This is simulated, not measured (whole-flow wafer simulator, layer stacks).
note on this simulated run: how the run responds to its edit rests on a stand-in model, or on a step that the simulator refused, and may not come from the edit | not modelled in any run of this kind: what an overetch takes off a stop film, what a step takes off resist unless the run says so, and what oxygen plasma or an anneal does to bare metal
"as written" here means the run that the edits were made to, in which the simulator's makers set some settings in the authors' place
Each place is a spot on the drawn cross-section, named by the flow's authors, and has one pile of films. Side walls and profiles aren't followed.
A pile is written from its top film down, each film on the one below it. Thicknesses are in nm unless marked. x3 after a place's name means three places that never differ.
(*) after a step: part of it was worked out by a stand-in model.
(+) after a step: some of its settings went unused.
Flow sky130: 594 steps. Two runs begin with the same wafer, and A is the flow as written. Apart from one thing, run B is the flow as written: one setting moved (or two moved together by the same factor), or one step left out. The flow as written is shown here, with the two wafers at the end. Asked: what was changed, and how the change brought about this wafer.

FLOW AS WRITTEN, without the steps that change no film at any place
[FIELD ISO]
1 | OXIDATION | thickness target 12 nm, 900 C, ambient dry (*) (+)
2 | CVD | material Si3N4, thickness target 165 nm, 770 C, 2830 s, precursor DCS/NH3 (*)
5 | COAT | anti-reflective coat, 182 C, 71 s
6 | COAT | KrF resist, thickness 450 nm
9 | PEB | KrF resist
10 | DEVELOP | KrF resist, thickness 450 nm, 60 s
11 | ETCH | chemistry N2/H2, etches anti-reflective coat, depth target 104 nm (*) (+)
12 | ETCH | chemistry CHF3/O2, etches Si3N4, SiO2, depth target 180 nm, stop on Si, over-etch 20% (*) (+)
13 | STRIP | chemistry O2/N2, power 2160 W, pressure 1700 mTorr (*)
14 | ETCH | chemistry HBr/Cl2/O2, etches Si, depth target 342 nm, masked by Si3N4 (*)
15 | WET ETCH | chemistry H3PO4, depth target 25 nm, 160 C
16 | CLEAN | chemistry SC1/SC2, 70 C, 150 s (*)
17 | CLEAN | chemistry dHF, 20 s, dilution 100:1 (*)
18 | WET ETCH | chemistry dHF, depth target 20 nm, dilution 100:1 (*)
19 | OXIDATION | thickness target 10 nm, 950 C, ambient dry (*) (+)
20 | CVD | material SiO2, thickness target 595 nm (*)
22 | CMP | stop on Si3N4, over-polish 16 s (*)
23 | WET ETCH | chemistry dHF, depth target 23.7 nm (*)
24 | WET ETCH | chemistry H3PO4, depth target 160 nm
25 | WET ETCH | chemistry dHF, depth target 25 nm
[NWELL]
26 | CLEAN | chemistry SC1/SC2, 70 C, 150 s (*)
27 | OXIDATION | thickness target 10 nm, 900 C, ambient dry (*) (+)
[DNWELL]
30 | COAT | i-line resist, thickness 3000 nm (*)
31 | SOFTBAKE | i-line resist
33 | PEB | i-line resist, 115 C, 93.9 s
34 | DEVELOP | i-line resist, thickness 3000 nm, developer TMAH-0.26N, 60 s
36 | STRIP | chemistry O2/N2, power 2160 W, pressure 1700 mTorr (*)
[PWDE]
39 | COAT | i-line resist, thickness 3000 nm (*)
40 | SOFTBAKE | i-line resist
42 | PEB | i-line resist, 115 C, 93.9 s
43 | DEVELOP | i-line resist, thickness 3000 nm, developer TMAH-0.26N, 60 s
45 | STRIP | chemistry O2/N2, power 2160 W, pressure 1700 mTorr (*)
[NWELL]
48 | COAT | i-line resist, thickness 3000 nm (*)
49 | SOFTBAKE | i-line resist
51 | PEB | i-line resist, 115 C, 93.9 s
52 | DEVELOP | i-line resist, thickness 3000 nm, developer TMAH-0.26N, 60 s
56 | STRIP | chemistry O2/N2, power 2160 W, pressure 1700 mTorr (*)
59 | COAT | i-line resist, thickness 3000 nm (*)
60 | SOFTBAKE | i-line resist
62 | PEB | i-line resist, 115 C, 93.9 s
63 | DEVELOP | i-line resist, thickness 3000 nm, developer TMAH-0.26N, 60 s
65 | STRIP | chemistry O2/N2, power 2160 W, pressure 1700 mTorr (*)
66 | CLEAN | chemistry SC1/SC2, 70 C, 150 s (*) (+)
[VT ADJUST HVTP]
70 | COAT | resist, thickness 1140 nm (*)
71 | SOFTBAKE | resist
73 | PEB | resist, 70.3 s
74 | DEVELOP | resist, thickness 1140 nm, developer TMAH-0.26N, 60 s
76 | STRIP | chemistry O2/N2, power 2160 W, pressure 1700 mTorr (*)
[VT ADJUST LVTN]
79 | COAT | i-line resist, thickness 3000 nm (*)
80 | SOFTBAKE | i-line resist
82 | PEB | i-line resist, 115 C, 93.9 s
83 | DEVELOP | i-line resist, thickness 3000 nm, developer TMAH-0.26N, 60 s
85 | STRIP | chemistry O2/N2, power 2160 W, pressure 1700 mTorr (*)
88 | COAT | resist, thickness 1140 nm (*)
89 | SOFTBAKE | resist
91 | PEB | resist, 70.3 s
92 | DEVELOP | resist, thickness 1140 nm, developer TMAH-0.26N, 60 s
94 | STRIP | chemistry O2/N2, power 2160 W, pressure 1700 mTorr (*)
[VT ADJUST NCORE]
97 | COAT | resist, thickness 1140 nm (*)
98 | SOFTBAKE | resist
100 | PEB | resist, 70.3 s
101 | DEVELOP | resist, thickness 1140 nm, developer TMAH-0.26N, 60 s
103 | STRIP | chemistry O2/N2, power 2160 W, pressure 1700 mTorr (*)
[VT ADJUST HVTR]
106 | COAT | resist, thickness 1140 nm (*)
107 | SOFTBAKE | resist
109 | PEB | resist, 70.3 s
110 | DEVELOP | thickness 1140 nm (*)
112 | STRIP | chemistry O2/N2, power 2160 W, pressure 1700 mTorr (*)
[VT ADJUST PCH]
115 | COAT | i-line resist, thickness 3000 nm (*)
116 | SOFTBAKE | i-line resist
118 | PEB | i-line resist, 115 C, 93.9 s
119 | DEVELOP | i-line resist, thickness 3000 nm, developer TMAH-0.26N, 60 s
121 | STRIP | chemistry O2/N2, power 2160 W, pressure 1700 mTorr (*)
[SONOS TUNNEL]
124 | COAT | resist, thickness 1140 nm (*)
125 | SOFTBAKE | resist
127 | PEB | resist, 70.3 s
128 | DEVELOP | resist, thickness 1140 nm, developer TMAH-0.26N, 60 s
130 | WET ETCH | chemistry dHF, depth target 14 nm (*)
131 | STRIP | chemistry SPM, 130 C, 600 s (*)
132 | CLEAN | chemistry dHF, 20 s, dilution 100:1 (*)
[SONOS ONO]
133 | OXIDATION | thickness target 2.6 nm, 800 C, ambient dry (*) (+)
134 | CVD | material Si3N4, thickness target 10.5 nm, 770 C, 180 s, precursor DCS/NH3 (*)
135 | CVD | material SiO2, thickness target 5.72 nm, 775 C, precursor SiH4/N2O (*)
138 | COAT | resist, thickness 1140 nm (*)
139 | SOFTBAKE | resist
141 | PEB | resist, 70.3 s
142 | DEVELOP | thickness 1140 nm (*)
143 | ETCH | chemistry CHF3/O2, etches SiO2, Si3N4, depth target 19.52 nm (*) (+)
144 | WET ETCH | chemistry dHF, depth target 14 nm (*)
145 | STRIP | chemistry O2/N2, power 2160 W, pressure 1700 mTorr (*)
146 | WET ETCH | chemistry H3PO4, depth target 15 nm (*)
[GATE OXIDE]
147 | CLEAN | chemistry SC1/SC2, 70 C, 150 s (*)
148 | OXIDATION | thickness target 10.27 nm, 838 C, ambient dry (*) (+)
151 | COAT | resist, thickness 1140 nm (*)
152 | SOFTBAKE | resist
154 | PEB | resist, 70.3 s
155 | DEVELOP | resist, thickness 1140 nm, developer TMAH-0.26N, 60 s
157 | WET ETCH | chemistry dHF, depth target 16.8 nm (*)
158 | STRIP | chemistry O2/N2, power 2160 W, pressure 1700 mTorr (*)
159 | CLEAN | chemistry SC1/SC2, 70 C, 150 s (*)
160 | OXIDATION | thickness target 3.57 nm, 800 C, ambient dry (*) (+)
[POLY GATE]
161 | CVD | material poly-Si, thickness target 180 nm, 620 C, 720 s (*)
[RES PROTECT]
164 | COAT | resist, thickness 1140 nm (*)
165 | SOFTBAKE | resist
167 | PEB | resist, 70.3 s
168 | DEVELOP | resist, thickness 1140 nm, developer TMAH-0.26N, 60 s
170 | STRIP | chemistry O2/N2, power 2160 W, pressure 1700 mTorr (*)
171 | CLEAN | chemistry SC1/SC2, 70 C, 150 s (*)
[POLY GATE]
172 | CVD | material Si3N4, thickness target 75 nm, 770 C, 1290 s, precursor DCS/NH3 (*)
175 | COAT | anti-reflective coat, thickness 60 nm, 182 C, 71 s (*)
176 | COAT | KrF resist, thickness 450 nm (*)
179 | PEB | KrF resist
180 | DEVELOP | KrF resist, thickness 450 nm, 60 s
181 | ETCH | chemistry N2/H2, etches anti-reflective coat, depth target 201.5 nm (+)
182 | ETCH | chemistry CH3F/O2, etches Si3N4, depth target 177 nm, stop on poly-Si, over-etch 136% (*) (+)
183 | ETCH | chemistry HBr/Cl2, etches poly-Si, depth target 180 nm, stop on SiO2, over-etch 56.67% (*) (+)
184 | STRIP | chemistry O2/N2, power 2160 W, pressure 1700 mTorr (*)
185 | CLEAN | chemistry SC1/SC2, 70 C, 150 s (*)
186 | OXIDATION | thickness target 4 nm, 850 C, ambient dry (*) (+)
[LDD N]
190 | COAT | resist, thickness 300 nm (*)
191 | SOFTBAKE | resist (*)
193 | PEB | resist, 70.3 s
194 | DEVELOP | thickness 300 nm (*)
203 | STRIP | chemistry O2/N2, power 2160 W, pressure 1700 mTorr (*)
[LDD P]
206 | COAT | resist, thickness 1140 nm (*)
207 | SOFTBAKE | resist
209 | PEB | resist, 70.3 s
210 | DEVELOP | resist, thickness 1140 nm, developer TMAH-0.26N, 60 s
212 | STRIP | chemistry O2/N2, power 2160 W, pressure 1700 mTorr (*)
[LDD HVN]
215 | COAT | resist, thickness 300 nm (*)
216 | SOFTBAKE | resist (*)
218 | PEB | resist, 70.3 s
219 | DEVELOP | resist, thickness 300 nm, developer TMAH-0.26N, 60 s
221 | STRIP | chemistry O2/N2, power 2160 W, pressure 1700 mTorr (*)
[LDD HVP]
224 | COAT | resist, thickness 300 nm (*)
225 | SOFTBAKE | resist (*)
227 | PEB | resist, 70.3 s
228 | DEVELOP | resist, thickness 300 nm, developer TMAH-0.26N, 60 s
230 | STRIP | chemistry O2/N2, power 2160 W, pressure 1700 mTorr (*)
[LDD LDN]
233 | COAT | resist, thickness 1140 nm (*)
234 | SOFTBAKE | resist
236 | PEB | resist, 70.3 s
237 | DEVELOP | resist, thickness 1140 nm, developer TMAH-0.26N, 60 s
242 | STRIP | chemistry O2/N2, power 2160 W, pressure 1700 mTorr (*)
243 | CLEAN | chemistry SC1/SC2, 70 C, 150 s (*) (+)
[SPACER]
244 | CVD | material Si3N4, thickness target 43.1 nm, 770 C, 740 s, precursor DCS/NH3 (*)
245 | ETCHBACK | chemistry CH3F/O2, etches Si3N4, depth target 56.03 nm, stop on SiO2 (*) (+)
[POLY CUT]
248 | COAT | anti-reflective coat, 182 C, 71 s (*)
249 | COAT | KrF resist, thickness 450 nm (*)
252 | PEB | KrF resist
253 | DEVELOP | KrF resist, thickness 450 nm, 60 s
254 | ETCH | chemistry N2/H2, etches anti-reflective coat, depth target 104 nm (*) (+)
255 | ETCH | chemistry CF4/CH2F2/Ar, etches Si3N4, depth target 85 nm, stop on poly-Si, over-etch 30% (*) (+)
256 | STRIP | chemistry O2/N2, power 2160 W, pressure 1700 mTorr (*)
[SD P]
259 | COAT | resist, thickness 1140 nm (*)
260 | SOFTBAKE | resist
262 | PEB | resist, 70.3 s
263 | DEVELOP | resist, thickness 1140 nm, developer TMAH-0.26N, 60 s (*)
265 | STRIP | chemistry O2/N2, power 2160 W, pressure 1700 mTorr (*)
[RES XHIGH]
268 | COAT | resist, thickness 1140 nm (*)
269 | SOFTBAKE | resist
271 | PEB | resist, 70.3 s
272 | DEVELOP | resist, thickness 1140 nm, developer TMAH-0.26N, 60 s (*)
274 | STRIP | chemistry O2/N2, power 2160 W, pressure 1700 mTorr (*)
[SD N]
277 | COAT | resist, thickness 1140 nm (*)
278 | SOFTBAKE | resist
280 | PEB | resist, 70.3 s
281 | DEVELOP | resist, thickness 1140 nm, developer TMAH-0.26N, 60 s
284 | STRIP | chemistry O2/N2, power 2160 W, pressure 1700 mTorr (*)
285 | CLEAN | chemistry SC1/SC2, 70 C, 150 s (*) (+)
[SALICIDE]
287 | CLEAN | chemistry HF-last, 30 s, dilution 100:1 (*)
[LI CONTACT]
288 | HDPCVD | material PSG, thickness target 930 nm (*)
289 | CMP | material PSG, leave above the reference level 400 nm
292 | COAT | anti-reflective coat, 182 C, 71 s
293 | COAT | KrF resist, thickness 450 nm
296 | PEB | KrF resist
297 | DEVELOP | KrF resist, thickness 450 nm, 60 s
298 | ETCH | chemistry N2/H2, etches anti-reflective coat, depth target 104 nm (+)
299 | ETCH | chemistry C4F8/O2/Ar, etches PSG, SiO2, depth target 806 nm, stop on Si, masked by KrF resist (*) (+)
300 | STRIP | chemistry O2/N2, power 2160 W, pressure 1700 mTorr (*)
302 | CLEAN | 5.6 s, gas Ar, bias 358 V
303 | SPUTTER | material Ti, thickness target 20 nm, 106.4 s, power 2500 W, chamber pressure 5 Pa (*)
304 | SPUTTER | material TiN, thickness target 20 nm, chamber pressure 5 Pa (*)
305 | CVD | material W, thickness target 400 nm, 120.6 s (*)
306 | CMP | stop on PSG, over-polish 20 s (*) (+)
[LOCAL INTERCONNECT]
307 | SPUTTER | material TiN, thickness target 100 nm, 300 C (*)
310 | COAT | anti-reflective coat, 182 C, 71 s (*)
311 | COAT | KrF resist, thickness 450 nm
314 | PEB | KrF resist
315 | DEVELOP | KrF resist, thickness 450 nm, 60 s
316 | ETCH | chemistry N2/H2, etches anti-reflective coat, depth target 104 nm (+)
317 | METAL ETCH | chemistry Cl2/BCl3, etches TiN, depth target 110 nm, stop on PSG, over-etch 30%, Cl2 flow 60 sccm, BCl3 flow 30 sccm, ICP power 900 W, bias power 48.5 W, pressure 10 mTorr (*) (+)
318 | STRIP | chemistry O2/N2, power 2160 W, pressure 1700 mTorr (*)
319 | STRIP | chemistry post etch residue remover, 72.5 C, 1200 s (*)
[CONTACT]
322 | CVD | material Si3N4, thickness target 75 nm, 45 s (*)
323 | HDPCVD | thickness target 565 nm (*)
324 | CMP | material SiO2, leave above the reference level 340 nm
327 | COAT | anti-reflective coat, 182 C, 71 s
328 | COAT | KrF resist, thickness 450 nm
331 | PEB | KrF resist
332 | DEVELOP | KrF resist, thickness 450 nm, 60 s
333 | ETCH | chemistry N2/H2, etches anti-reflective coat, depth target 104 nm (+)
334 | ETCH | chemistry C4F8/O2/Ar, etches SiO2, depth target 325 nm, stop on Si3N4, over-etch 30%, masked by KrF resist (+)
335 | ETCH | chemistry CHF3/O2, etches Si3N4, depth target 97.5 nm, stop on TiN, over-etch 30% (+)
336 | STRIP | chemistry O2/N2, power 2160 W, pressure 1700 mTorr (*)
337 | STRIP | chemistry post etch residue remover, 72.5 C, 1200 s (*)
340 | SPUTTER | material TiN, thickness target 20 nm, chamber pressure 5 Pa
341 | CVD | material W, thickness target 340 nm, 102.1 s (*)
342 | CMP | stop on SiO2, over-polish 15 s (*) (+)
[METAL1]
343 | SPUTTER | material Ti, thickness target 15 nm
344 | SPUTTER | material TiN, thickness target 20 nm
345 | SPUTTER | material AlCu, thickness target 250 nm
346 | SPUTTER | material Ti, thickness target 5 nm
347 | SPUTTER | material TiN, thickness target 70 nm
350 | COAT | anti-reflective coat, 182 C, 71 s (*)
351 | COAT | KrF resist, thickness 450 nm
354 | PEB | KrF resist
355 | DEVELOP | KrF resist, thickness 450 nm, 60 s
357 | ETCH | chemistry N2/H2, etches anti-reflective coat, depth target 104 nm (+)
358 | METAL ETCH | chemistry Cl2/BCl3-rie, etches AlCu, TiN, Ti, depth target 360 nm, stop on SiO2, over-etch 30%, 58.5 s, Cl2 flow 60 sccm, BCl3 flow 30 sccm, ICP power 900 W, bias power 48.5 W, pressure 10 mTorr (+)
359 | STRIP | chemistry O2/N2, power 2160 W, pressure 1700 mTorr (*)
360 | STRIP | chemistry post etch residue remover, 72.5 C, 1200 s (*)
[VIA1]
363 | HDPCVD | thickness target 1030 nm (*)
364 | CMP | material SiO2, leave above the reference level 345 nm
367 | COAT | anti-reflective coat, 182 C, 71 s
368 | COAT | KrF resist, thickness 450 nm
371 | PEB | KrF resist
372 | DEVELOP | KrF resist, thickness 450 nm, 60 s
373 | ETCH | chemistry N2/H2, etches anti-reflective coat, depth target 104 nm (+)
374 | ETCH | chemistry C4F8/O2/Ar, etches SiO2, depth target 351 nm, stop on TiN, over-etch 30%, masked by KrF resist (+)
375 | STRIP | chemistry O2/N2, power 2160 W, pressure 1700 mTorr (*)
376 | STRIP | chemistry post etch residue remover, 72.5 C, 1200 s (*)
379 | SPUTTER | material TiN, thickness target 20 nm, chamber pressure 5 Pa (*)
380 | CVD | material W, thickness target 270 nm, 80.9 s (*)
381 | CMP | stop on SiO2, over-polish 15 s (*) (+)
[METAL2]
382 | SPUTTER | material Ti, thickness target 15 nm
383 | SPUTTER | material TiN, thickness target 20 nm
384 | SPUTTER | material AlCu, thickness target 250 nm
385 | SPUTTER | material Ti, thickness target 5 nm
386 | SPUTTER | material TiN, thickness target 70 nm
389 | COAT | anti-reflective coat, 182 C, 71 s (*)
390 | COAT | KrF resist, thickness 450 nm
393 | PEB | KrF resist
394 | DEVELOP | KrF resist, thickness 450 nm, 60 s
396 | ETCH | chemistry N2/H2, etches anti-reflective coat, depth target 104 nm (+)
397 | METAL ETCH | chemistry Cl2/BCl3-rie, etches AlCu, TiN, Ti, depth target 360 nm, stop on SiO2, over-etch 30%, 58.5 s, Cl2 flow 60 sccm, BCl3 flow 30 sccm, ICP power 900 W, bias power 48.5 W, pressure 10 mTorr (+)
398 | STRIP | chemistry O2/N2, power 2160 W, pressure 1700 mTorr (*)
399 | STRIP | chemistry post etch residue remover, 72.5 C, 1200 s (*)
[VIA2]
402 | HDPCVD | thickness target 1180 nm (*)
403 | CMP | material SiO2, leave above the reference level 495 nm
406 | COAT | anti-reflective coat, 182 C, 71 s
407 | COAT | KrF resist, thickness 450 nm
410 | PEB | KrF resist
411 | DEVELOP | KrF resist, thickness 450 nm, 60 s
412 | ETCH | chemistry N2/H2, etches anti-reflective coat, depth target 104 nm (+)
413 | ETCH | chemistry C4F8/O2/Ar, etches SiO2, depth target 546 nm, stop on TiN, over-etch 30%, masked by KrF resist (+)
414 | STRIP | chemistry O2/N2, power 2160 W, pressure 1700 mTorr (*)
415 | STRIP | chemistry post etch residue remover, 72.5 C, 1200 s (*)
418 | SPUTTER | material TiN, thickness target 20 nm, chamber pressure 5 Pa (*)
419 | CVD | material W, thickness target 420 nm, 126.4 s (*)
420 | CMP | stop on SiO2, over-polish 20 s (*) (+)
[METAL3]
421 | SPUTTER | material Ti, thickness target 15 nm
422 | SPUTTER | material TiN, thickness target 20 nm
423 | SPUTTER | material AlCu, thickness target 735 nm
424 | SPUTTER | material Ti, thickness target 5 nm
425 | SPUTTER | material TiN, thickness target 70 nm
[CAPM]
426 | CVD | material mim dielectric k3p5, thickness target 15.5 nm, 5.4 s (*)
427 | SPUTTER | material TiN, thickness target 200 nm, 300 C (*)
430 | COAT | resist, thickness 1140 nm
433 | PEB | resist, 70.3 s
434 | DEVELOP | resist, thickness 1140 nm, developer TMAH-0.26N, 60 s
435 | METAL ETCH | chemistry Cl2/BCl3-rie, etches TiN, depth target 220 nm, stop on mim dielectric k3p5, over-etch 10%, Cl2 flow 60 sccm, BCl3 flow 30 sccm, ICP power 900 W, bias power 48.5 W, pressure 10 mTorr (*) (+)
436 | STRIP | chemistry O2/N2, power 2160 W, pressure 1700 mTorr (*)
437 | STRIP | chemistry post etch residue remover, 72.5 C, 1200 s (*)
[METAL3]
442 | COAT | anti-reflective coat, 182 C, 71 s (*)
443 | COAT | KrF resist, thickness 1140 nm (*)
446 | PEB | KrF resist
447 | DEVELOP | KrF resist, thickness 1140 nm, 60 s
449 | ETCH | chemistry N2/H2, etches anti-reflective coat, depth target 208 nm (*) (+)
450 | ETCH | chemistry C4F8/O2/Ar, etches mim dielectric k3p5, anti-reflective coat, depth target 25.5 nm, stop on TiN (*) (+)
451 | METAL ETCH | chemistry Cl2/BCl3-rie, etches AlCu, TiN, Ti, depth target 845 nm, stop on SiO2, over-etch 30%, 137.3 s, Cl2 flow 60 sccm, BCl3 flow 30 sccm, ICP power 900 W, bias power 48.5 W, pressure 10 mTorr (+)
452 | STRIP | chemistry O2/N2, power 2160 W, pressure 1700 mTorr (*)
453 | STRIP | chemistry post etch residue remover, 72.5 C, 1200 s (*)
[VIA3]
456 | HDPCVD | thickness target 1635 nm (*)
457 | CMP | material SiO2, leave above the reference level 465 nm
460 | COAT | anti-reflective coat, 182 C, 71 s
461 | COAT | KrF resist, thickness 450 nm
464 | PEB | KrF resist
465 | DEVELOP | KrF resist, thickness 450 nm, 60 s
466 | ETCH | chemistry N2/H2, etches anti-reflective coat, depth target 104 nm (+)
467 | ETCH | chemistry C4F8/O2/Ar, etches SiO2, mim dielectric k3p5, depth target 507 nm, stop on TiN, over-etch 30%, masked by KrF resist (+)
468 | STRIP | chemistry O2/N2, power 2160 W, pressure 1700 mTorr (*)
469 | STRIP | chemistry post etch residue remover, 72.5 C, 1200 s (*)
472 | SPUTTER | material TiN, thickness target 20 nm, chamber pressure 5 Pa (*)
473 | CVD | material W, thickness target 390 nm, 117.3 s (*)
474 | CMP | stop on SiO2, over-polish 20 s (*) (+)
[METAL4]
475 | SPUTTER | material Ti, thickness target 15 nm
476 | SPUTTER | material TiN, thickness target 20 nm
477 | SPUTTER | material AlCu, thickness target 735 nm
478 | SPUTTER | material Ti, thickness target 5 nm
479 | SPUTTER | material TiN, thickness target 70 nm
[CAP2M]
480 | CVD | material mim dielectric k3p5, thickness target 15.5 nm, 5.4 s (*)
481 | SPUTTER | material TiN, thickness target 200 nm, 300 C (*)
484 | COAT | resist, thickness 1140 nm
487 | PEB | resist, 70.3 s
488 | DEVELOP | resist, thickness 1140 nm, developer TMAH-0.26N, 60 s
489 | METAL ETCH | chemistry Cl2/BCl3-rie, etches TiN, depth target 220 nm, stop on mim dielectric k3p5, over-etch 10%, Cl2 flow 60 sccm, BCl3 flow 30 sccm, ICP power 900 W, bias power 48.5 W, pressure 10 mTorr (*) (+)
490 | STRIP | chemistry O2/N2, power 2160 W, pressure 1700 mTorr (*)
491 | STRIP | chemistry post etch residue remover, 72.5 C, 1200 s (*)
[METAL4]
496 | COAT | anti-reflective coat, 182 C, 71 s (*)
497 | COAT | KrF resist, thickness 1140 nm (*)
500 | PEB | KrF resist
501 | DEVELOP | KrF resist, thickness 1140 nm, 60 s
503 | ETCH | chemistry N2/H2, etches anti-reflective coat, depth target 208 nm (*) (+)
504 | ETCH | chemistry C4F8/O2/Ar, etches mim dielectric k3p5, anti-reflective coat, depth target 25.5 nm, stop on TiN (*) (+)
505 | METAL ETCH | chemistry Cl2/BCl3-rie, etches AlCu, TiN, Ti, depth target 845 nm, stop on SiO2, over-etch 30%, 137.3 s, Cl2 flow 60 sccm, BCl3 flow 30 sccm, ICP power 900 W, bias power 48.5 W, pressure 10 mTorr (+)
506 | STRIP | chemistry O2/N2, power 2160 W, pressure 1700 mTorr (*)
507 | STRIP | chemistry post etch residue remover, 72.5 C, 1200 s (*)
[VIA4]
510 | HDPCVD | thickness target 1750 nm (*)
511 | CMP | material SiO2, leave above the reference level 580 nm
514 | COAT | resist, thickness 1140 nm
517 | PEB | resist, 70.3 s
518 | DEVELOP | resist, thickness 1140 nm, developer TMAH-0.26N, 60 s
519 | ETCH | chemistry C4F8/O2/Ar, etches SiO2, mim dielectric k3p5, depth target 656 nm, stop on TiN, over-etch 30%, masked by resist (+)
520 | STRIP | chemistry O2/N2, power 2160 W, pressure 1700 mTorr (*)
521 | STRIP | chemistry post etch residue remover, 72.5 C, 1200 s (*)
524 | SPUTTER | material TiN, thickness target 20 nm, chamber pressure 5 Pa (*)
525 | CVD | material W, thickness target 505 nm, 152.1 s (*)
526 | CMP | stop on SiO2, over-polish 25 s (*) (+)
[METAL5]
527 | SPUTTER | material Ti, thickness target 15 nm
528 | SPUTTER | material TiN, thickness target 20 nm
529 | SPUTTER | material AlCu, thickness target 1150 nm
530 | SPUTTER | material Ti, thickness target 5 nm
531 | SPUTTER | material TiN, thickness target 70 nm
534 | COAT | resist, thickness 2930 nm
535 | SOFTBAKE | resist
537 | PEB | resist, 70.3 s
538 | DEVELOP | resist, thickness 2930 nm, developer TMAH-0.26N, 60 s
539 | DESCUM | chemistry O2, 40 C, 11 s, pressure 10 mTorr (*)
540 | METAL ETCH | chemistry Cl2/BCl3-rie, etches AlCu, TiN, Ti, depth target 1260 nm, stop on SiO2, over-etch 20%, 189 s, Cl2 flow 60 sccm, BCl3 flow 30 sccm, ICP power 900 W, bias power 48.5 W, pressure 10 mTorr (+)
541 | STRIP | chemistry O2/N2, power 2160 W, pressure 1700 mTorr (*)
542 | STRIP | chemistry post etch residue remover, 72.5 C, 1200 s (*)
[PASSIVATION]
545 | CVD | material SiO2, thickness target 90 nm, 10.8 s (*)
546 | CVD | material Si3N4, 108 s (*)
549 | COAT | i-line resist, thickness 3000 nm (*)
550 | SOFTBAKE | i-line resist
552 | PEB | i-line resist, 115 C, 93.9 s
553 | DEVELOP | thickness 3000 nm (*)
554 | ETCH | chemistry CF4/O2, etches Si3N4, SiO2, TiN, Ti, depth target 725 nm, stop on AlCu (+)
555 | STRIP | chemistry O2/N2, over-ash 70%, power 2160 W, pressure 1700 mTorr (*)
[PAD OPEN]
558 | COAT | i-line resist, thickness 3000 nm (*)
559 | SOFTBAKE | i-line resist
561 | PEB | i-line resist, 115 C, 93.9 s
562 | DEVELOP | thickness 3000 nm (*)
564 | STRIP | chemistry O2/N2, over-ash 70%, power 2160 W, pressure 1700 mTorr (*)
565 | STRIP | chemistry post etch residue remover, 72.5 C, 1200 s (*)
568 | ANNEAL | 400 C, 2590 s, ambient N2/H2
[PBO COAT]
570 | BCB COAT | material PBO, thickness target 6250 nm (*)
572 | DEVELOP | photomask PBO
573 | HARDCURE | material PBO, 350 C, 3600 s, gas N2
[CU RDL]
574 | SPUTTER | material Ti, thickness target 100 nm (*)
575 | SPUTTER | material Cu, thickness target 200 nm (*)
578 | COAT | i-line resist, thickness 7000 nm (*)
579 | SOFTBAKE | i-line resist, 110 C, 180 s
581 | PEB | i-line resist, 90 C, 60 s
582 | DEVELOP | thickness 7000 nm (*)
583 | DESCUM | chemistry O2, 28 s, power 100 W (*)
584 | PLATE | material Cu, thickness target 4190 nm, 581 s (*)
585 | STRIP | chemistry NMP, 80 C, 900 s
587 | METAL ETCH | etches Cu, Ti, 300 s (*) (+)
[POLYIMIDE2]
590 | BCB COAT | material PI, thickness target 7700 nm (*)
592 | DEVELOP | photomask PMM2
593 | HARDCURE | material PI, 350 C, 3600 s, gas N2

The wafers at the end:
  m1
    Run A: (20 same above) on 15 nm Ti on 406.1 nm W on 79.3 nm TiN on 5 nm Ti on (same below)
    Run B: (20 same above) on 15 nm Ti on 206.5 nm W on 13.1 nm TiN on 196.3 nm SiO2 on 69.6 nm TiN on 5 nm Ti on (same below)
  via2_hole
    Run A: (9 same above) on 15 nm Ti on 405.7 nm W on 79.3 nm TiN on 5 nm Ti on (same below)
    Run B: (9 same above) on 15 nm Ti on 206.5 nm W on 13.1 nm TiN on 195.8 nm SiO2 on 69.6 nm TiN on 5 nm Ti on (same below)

What caused this: step 413, ETCH: depth target 224 nm was run, whereas the flow has depth target 546 nm.

Step by step, how the change led to this:
  413 | ETCH | chemistry C4F8/O2/Ar, etches SiO2, depth target 546 nm, stop on TiN, over-etch 30%, masked by KrF resist (+)
      m1: A SiO2 loses 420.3 (all of it) | B SiO2 loses 224
      via2_hole: A SiO2 loses 419.8 (all of it) | B SiO2 loses 224
      (and at 189 other places as well)
  414 | STRIP | chemistry O2/N2, power 2160 W, pressure 1700 mTorr (*)
      field, active, n_well and 186 more: A KrF resist loses 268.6 (all of it), anti-reflective coat loses 80 (all of it) | B KrF resist loses 333 (all of it), anti-reflective coat loses 80 (all of it)
  418 | SPUTTER | material TiN, thickness target 20 nm, chamber pressure 5 Pa (*)
      m1, via2_hole: A TiN gains 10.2 | B TiN gains 13.1 (new film)
  419 | CVD | material W, thickness target 420 nm, 126.4 s (*)
      m1: A W gains 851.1 (new film) | B W gains 651.5 (new film)
      via2_hole: A W gains 850.7 (new film) | B W gains 651.5 (new film)
Taking metal films that touch as one body, m1 has 3 bodies (between them, from the top down: SiO2 196.3; SiO2 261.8 / Si3N4 75); the flow as written gives 2 bodies (between them, from the top down: SiO2 261.8 / Si3N4 75).
Taking metal films that touch as one body, via2_hole has 2 bodies (between them, from the top down: SiO2 195.8); the flow as written gives 1 body.
